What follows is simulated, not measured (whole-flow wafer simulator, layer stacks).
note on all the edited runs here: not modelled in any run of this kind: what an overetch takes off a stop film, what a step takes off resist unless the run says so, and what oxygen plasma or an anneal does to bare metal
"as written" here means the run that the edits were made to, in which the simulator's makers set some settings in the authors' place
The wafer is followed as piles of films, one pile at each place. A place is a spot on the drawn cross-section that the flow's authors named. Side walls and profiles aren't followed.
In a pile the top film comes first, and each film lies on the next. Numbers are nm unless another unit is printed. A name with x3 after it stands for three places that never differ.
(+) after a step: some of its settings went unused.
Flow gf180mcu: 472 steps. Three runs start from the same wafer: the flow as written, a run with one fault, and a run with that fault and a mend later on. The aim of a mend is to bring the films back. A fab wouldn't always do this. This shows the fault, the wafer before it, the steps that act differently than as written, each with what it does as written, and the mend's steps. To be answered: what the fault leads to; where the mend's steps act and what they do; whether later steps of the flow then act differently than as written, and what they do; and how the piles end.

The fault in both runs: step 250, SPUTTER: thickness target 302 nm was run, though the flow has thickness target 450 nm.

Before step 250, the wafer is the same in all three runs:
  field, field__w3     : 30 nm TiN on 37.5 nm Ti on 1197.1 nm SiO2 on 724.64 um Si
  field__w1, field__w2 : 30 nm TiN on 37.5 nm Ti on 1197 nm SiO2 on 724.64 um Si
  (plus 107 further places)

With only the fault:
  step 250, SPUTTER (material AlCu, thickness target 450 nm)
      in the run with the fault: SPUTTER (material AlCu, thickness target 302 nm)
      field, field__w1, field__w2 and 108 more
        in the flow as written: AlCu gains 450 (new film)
        in the run with the fault: AlCu gains 302 (new film)
  Later steps of the flow acting differently than as written:
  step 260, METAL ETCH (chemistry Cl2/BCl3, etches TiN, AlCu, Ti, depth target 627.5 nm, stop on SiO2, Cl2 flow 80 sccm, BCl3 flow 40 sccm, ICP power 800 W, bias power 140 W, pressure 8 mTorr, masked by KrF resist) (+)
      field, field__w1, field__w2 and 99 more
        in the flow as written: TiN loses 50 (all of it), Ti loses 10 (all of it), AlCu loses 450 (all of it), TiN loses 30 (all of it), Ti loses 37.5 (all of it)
        in the run with the fault: TiN loses 50 (all of it), Ti loses 10 (all of it), AlCu loses 302 (all of it), TiN loses 30 (all of it), Ti loses 37.5 (all of it)
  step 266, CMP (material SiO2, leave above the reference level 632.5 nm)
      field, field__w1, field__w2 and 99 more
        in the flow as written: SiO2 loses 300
        in the run with the fault: SiO2 loses 448
  By the end, the piles at field__w4, field__w8, contact and 10 more depart from the flow's by more than 2% or 0.5 nm, whichever is larger.
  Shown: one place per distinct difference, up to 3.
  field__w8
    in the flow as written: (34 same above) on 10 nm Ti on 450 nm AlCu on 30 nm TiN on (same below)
    in the run with the fault: (34 same above) on 10 nm Ti on 302 nm AlCu on 30 nm TiN on (same below)
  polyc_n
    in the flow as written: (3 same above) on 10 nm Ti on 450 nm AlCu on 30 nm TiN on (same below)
    in the run with the fault: (3 same above) on 10 nm Ti on 302 nm AlCu on 30 nm TiN on (same below)
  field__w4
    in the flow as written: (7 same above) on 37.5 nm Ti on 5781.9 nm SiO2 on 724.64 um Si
    in the run with the fault: (7 same above) on 37.5 nm Ti on 5633.9 nm SiO2 on 724.64 um Si

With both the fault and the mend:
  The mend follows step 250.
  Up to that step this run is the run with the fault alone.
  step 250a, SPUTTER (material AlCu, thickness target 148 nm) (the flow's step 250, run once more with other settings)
      field, field__w1, field__w2 and 108 more
        AlCu gains 148
  Every later step of the flow that is run acts as written at every place that is followed.
  The piles end the same as the flow's at every place that both follow.
